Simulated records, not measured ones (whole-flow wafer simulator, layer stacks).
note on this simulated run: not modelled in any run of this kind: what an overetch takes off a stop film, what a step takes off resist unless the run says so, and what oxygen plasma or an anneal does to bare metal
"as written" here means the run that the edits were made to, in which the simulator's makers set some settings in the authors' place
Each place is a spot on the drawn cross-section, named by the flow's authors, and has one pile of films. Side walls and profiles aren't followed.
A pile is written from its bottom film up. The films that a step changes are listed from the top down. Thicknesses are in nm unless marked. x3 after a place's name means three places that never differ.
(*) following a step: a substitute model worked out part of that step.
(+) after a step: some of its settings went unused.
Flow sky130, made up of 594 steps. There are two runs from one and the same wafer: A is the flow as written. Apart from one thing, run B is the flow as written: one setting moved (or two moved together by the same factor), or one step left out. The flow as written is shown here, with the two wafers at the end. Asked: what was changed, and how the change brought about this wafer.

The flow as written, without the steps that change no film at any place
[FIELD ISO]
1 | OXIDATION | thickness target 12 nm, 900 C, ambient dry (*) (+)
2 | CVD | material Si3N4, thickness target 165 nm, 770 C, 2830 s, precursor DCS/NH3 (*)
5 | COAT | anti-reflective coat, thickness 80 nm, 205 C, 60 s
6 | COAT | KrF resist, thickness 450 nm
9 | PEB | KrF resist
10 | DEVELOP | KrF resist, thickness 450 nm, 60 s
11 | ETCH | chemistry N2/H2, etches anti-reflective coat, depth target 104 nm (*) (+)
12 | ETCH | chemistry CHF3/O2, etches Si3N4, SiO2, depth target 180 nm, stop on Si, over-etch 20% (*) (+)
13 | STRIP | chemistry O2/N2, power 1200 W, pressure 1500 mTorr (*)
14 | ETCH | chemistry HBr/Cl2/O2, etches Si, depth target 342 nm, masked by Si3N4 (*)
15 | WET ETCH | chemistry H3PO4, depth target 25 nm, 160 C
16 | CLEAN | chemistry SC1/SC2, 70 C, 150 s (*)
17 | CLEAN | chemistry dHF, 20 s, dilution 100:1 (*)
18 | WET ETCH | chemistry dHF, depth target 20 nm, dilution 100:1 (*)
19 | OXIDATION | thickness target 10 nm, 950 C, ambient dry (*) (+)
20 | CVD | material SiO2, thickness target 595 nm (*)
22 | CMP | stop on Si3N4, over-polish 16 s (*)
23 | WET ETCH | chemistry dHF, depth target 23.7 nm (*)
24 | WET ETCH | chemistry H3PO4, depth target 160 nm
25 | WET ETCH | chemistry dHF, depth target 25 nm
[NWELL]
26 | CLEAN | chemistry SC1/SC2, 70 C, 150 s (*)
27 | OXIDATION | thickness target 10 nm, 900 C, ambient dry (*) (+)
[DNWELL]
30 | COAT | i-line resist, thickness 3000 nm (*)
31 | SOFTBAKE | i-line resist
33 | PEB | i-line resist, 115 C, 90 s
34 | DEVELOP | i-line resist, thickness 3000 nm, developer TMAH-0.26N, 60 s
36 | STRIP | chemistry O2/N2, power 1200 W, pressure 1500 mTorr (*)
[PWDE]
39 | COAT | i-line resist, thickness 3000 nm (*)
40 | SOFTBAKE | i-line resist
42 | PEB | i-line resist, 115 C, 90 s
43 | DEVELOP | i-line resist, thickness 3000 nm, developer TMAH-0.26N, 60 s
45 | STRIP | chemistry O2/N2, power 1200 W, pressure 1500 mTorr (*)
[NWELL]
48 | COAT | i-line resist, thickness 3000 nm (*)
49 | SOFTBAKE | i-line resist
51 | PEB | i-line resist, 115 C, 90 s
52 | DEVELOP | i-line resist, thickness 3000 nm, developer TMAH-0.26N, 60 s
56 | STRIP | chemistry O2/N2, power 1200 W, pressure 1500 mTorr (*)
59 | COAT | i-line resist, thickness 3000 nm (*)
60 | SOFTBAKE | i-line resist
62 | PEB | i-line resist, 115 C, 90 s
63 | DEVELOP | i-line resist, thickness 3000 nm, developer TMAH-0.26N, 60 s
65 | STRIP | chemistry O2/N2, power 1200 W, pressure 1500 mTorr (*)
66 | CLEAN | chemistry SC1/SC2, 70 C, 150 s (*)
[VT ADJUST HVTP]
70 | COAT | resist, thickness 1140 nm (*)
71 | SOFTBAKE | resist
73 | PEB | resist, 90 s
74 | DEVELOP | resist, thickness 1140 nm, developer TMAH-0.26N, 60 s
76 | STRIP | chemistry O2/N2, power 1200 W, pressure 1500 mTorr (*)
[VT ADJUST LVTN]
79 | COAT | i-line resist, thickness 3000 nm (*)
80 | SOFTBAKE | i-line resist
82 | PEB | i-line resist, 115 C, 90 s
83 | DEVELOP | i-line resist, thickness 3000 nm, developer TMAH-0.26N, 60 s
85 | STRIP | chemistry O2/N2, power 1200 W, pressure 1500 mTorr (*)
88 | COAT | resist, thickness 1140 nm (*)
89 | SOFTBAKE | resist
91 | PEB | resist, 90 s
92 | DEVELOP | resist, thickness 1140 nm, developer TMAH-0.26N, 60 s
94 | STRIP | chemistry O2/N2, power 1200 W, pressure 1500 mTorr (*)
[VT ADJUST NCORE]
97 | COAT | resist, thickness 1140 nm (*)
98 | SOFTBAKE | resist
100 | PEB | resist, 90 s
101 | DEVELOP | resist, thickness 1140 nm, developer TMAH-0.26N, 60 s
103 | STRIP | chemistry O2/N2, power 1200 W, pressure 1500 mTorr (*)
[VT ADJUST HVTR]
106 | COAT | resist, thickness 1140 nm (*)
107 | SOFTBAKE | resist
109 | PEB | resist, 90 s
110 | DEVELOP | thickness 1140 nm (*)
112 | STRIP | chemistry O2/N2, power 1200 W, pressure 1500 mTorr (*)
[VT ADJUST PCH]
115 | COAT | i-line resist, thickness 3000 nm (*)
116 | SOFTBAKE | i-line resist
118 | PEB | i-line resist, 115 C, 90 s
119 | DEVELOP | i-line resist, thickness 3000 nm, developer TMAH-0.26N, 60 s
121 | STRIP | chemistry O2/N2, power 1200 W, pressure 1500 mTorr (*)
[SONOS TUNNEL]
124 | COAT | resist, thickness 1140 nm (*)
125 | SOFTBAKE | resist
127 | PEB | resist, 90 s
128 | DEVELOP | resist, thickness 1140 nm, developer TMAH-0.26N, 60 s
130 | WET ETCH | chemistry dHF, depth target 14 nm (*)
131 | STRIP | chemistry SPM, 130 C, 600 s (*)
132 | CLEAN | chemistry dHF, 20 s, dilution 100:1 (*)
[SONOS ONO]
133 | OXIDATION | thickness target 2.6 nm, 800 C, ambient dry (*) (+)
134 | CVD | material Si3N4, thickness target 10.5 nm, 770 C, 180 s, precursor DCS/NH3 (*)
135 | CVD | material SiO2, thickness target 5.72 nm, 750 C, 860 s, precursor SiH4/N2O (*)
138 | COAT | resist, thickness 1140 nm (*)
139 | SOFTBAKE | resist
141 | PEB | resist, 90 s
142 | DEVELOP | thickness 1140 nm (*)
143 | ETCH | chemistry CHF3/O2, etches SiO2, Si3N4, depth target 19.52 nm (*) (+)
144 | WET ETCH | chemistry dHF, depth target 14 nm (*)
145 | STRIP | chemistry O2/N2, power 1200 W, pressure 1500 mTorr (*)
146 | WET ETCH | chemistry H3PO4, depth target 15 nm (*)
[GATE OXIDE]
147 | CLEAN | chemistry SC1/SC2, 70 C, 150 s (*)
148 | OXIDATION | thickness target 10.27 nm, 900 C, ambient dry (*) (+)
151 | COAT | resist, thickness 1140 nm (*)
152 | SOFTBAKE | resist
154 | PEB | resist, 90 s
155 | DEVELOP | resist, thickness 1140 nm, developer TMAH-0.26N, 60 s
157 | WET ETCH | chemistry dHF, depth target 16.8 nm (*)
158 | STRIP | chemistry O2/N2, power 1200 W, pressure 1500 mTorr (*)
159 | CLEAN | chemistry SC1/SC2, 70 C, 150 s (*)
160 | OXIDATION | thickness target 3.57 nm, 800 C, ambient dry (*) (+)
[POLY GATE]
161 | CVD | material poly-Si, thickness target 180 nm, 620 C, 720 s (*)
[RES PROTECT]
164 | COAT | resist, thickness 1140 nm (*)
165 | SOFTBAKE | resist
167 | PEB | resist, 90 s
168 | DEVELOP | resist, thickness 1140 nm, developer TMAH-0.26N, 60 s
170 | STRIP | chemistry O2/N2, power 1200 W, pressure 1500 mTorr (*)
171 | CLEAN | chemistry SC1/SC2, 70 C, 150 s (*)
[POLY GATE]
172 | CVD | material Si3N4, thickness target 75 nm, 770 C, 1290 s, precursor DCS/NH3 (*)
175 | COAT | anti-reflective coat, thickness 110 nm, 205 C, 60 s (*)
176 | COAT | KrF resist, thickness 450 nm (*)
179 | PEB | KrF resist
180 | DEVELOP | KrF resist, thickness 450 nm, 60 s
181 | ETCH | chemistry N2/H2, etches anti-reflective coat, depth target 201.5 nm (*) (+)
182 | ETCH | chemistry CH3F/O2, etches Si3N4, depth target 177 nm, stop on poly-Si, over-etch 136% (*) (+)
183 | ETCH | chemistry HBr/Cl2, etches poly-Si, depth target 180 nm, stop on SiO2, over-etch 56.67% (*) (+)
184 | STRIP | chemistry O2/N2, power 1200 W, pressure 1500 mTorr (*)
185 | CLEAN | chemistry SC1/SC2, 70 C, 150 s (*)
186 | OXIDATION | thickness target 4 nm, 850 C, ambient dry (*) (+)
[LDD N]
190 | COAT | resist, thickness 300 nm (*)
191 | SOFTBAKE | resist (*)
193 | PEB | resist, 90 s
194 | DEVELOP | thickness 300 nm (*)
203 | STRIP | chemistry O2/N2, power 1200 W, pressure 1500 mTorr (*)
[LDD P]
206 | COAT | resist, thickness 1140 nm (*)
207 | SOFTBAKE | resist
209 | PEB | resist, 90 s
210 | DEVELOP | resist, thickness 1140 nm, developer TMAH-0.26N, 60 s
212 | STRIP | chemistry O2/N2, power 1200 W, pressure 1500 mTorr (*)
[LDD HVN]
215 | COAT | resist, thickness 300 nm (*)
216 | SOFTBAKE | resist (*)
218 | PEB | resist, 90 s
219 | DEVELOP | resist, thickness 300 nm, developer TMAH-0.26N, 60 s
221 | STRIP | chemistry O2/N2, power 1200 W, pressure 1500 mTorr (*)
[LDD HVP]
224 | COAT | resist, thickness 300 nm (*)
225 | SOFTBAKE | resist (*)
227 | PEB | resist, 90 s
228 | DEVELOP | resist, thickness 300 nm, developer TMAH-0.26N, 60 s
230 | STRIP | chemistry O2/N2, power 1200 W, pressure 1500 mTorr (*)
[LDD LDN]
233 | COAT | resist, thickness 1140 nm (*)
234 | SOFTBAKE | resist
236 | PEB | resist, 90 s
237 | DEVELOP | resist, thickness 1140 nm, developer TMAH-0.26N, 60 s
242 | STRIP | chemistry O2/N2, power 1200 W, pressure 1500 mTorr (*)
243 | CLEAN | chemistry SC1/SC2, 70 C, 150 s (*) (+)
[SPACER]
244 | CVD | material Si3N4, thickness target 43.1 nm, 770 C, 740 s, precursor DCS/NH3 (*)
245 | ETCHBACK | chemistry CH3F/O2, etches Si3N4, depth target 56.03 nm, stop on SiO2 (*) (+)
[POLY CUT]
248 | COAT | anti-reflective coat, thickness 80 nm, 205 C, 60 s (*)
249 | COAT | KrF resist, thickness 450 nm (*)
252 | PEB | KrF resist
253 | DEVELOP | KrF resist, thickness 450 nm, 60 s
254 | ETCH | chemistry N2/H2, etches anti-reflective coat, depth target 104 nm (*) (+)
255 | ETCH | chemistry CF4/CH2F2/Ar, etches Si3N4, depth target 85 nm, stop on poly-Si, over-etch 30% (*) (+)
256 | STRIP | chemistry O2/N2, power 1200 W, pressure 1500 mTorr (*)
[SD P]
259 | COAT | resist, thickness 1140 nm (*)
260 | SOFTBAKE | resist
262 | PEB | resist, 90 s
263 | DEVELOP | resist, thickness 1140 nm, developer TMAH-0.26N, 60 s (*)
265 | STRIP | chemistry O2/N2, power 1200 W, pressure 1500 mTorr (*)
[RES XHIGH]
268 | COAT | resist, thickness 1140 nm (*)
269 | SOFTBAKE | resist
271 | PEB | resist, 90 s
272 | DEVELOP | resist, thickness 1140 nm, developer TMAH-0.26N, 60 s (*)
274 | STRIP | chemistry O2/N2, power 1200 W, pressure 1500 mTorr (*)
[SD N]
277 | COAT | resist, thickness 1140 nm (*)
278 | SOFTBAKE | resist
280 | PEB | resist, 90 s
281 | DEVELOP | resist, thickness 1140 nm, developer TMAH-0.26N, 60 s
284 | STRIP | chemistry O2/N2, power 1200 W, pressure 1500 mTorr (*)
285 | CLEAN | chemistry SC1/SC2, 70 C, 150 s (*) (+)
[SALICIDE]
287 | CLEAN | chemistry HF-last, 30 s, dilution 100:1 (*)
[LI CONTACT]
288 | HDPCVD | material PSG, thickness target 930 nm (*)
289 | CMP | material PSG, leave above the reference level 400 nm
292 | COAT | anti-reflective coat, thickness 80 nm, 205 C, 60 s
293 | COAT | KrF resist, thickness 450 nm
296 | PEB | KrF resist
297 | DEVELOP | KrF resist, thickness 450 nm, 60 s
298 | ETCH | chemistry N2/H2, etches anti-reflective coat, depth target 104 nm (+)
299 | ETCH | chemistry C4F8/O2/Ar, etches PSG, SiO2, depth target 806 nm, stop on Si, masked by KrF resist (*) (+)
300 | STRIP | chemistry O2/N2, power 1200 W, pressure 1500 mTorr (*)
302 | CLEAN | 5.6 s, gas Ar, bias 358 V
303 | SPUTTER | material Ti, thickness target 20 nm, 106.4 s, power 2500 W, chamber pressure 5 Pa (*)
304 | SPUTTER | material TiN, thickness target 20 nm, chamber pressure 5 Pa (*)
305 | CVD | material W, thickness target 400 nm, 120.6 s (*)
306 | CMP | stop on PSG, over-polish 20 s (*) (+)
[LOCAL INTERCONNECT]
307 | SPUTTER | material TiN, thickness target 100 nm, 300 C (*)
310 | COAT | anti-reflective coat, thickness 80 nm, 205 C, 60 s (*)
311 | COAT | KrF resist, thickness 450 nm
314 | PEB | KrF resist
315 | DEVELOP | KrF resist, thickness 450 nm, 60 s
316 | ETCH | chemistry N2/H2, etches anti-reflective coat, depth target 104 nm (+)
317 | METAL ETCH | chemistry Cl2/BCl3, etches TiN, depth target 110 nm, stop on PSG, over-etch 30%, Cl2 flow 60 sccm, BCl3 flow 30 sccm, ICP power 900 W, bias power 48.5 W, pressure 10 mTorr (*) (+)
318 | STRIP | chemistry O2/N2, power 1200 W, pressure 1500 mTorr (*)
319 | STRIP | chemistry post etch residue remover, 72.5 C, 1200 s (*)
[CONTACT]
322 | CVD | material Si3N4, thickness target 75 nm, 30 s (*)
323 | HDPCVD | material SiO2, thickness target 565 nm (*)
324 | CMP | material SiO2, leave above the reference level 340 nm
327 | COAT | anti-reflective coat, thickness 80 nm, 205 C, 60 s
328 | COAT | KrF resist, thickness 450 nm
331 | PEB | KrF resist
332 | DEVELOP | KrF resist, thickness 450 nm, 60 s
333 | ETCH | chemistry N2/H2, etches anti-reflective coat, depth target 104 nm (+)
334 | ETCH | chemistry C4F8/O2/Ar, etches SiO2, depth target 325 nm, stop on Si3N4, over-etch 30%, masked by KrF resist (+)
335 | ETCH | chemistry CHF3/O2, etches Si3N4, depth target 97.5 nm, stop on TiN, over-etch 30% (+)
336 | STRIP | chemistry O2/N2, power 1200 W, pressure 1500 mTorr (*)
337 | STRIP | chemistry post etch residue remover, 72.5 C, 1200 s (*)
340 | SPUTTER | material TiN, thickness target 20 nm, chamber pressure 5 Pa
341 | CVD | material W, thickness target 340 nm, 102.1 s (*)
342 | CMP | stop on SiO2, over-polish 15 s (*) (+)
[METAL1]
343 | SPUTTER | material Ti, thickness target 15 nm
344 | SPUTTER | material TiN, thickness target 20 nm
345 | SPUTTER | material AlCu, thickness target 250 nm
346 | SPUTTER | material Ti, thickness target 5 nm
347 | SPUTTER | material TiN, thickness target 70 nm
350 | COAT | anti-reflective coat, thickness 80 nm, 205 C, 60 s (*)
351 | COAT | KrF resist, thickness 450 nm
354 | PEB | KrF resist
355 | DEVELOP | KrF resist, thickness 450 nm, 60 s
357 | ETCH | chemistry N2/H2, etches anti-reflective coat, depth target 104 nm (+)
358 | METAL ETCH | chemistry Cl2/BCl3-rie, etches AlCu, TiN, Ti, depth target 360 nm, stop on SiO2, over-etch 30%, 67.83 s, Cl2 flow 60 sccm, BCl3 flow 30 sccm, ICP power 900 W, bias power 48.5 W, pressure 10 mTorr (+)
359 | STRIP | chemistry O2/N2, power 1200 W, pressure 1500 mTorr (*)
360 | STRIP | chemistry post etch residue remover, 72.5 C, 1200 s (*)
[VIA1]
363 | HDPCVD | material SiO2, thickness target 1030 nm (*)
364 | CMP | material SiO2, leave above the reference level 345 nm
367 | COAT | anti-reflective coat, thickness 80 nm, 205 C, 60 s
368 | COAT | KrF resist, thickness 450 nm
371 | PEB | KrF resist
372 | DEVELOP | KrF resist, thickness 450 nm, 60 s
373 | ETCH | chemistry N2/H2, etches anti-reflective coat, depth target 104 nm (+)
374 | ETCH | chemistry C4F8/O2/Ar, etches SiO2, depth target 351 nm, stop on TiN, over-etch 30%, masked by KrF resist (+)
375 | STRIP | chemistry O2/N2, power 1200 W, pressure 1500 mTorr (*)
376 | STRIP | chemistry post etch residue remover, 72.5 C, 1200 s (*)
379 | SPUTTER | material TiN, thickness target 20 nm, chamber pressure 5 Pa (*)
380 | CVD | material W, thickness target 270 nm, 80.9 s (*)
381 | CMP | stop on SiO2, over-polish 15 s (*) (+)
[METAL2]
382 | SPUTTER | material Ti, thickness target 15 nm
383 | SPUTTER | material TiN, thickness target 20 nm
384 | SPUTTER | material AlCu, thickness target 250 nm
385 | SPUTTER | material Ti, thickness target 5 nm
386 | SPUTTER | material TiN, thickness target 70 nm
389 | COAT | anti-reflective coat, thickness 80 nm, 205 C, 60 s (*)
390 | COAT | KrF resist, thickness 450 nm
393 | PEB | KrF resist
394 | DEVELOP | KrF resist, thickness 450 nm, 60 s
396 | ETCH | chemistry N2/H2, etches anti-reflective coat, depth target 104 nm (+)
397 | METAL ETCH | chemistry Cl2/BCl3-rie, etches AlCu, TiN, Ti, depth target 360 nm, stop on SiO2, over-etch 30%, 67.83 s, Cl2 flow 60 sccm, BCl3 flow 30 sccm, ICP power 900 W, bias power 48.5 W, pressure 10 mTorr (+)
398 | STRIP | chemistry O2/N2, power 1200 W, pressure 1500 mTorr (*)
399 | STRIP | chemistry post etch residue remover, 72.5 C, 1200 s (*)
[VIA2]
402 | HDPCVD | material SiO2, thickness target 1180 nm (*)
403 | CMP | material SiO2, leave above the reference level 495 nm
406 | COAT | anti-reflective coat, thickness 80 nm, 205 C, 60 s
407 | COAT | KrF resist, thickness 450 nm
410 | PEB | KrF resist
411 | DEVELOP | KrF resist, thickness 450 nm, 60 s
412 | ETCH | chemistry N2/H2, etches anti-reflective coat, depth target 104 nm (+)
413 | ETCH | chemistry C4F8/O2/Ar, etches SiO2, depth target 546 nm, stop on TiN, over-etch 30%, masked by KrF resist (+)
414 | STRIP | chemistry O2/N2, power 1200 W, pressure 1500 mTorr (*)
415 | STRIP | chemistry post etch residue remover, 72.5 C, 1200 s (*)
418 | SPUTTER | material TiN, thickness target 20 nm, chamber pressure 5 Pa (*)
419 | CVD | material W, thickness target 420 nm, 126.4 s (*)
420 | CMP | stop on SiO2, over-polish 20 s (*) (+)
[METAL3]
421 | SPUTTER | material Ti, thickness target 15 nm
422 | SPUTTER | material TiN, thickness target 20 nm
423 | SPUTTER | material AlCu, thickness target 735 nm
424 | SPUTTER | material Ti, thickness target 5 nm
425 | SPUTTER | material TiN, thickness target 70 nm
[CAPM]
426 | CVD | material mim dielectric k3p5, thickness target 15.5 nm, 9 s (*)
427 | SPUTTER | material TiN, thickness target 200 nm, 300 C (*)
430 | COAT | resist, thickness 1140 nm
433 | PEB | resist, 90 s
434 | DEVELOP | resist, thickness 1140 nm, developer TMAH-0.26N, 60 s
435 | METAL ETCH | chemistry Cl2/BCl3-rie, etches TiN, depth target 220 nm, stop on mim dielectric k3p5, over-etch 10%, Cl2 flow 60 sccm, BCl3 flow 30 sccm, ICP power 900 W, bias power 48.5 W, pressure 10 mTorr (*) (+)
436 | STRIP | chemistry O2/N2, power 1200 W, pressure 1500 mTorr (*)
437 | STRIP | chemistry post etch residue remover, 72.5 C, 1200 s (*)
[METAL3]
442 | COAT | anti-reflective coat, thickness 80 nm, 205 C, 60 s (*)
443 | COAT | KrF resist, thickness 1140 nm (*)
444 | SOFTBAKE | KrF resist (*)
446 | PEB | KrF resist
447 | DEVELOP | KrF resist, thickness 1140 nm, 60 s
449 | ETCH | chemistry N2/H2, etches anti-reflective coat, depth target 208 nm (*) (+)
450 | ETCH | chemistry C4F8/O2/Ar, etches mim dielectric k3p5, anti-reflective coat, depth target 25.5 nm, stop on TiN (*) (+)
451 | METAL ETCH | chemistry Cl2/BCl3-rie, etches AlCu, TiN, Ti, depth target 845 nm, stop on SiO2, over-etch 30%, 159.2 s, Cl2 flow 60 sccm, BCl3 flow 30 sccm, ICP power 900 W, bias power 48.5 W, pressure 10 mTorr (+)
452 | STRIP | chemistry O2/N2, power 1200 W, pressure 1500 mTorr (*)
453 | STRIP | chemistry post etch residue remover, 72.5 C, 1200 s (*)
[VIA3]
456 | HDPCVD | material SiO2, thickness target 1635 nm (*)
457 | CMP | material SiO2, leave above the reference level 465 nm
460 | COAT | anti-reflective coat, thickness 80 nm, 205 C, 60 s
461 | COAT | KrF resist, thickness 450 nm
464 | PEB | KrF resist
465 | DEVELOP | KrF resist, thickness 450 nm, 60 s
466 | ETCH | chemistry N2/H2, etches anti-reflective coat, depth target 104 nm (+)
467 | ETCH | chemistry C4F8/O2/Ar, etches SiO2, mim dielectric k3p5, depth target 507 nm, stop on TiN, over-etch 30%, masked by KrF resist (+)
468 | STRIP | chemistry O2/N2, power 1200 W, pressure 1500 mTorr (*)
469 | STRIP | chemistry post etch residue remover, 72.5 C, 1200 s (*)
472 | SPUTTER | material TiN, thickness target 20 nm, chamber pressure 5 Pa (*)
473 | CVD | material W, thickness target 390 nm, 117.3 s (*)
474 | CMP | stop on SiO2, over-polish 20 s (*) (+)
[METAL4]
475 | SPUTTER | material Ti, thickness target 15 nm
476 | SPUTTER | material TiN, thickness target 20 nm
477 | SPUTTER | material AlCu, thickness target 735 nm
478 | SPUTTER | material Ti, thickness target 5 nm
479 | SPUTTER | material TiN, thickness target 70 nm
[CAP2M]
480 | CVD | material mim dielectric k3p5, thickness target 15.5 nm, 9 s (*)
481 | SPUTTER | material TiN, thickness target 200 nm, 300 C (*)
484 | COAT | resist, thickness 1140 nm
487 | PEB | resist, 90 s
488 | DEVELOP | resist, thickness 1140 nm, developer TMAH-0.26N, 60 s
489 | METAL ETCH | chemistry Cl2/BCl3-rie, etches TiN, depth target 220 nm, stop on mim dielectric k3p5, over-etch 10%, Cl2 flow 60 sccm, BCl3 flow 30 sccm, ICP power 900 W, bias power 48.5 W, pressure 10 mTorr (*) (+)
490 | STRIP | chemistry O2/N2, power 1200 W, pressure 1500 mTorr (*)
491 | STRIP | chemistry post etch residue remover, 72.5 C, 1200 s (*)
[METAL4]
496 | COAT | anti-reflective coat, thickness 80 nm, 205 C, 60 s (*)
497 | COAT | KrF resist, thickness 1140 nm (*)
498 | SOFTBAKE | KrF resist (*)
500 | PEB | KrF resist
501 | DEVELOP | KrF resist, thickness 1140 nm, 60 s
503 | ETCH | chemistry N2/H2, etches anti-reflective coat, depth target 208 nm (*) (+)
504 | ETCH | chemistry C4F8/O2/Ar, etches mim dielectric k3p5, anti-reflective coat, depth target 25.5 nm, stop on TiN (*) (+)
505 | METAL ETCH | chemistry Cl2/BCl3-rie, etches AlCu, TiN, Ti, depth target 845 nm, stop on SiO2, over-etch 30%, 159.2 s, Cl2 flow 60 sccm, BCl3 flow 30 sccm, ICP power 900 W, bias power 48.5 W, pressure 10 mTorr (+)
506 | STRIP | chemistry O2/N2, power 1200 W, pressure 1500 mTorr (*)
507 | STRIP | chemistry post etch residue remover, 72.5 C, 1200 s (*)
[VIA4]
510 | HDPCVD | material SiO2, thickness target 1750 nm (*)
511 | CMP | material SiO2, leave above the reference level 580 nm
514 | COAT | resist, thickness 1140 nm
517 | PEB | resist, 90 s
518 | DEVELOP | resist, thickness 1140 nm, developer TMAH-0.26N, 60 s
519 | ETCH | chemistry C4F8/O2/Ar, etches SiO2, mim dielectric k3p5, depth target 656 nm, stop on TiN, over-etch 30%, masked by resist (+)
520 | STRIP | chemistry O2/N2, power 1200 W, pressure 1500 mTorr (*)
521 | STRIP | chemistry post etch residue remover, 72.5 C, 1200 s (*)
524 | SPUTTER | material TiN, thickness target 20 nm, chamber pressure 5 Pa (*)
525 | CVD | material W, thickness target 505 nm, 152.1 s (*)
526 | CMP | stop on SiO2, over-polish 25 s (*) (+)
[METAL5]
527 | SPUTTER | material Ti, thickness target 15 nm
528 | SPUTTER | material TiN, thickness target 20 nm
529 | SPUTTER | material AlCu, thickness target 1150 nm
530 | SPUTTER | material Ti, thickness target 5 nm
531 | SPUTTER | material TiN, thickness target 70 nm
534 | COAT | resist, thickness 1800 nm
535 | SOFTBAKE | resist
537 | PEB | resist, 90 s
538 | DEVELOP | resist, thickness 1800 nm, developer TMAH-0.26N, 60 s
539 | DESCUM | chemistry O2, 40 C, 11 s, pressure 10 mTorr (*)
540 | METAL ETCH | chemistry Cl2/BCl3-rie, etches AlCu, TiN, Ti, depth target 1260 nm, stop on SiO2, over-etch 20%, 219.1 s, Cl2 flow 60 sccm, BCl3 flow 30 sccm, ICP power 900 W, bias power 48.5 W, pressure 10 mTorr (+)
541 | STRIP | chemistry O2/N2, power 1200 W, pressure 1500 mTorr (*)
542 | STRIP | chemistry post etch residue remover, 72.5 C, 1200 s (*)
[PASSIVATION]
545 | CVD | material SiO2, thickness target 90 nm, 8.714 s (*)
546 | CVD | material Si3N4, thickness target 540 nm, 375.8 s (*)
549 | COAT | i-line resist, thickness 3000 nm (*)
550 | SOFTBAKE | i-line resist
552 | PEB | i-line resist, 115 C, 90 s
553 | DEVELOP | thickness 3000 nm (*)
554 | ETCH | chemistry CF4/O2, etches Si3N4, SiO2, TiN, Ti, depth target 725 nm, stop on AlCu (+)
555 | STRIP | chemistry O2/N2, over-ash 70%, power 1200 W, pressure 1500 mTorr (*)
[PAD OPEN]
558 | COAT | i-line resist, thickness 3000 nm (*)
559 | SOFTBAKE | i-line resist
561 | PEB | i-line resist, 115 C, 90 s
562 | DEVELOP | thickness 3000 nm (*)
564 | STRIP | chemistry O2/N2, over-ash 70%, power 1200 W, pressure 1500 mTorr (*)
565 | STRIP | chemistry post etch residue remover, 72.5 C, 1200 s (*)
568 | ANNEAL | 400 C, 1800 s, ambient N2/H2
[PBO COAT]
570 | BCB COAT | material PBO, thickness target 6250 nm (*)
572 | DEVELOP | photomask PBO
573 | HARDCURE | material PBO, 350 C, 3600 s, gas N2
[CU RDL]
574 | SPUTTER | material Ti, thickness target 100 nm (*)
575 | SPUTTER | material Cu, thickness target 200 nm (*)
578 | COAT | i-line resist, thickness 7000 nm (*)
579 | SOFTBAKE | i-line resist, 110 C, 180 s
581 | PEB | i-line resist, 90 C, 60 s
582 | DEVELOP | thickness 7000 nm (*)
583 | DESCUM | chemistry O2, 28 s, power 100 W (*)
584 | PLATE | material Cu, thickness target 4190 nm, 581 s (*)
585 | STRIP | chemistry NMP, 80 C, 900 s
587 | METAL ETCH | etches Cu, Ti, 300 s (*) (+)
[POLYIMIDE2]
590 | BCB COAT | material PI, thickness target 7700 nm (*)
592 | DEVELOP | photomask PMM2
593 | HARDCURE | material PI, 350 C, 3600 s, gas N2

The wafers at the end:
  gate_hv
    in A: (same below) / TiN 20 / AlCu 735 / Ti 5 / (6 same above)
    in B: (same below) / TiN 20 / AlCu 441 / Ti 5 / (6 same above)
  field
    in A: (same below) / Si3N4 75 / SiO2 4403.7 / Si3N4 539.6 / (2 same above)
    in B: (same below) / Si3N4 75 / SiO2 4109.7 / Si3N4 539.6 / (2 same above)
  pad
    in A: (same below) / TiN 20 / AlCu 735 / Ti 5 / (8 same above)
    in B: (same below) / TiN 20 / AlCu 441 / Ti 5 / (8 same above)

Cause: step 477, SPUTTER: thickness target 441 nm was run, though the flow has thickness target 735 nm.
One can read it off the wafer: gate_hv has AlCu 441, and step 477 as written asks for 735 nm.

How this came from the change, step by step:
  477 | SPUTTER | material AlCu, thickness target 735 nm
      field, active, n_well and 189 more: A AlCu gains 735 (new film) | B AlCu gains 441 (new film)
  505 | METAL ETCH | chemistry Cl2/BCl3-rie, etches AlCu, TiN, Ti, depth target 845 nm, stop on SiO2, over-etch 30%, 159.2 s, Cl2 flow 60 sccm, BCl3 flow 30 sccm, ICP power 900 W, bias power 48.5 W, pressure 10 mTorr (+)
      field, active, gate and 70 more: A TiN loses 70 (all of it), Ti loses 5 (all of it), AlCu loses 735 (all of it), TiN loses 20 (all of it), Ti loses 15 (all of it), SiO2 loses 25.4 | B TiN loses 70 (all of it), Ti loses 5 (all of it), AlCu loses 441 (all of it), TiN loses 20 (all of it), Ti loses 15 (all of it), SiO2 loses 54.8
      vpp_iso1, mim_edge_plate, m1_ln and 12 more: A TiN loses 70 (all of it), Ti loses 5 (all of it), AlCu loses 735 (all of it), TiN loses 20 (all of it), Ti loses 15 (all of it), SiO2 loses 25.3 | B TiN loses 70 (all of it), Ti loses 5 (all of it), AlCu loses 441 (all of it), TiN loses 20 (all of it), Ti loses 15 (all of it), SiO2 loses 54.8
  511 | CMP | material SiO2, leave above the reference level 580 nm
      field, active, gate and 76 more: A SiO2 loses 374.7 | B SiO2 loses 639.2
      vpp_l1ln, rpo_hd, rpm_encl, rpm_encl_psd, iso_guard_nsd_tip: A SiO2 loses 374.6 | B SiO2 loses 639.2
      (as well as at 4 more places)
